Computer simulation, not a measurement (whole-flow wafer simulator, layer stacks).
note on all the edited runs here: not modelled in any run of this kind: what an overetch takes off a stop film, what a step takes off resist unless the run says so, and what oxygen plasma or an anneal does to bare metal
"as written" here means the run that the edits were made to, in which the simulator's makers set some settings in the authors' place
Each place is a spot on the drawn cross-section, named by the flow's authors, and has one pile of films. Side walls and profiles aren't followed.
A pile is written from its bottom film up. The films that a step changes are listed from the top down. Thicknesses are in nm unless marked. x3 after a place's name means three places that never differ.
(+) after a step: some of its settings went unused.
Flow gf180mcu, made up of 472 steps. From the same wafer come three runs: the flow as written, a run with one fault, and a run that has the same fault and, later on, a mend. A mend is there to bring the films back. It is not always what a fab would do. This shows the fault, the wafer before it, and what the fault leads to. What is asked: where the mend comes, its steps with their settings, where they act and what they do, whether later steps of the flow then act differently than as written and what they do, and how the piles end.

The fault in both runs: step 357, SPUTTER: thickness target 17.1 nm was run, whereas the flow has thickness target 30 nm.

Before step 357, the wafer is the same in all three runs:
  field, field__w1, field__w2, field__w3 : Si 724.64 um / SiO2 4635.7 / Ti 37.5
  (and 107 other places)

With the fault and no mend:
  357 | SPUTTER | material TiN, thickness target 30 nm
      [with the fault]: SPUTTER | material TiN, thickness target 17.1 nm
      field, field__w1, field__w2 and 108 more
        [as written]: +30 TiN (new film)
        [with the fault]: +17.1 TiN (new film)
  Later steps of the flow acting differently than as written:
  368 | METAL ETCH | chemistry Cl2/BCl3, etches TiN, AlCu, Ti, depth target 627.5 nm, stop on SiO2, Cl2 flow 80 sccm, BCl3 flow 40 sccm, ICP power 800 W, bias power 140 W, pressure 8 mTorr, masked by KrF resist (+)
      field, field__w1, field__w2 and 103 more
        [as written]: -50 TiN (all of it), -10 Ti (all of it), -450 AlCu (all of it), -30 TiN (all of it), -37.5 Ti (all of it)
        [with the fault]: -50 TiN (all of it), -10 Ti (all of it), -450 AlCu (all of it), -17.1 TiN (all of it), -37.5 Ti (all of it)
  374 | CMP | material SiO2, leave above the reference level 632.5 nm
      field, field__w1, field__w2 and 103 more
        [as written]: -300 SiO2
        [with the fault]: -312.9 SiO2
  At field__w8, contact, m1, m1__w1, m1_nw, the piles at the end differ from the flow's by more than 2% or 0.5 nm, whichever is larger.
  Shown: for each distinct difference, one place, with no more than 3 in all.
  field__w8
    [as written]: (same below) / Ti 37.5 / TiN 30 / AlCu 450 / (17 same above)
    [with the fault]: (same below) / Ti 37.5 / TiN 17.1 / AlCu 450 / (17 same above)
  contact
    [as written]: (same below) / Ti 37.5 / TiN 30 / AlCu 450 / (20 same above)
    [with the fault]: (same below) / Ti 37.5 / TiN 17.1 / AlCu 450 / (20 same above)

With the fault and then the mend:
  After step 357 comes the mend.
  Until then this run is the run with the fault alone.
  357a | SPUTTER | material TiN, thickness target 12.9 nm (a further turn of the flow's step 357, with different settings)
      field, field__w1, field__w2 and 108 more
        +12.9 TiN
  Later steps of the flow that are run all act as written at every place that is followed.
  By the end, the piles equal the flow's at every place that both follow.
